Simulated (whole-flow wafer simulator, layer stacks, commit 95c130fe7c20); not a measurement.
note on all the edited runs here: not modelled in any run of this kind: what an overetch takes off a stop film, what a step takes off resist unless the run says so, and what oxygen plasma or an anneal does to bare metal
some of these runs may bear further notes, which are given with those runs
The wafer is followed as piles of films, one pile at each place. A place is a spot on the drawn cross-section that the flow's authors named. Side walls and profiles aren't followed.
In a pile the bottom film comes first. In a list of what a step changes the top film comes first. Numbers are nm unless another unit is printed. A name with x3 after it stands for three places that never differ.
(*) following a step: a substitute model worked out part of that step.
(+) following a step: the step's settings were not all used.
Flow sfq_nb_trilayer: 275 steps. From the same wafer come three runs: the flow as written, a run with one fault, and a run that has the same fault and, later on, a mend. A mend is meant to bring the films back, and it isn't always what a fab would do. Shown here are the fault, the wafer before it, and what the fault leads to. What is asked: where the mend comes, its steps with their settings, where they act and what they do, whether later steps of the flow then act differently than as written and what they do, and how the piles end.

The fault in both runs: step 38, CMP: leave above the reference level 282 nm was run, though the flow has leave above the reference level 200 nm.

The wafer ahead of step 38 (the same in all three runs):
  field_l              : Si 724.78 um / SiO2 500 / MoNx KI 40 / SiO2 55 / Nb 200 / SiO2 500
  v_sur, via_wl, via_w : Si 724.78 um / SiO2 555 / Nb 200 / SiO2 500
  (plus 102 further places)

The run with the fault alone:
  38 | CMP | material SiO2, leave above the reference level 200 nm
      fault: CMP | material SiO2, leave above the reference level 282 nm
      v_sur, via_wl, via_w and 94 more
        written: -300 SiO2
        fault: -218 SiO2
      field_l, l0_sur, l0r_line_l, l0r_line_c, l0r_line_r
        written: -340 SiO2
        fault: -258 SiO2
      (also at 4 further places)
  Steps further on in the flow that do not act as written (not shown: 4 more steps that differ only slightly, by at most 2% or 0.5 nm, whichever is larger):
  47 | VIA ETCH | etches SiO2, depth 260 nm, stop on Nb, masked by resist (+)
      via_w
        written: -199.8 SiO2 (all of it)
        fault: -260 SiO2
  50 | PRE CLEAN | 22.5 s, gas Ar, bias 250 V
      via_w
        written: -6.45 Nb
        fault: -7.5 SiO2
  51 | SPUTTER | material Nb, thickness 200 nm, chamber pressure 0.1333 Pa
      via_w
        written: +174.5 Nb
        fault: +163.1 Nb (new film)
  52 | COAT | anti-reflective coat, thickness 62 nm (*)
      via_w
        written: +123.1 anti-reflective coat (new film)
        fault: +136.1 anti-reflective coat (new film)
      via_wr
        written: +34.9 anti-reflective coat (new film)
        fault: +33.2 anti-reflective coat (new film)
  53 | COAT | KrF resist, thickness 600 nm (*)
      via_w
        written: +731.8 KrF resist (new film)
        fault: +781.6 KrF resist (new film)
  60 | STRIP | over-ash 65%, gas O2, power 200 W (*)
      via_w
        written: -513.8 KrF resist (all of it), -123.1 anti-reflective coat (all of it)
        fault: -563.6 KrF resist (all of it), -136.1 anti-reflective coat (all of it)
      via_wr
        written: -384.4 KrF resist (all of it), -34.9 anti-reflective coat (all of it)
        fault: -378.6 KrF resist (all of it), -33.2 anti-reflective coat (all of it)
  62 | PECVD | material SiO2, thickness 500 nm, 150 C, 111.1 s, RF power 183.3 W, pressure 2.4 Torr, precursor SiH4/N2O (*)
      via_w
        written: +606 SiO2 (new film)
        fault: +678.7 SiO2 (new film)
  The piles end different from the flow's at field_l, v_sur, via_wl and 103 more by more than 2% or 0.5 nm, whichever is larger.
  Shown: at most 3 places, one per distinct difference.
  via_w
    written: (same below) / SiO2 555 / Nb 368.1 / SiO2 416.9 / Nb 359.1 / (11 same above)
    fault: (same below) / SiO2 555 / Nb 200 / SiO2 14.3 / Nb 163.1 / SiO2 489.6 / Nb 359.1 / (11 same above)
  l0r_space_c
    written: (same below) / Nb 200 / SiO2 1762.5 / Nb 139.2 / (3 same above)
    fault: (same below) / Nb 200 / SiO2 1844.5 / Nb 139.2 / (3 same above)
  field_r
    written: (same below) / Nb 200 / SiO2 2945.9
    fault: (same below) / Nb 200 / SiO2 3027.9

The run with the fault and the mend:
  The mend stands after step 39.
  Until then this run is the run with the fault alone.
  39a | CMP | material SiO2, leave above the reference level 200 nm (the flow's step 38 again)
      field_l, v_sur, via_wl and 103 more
        -82 SiO2
  Every later step of the flow that is run acts as written at every place that is followed.
  At every place that both follow, the piles at the end match the flow's.
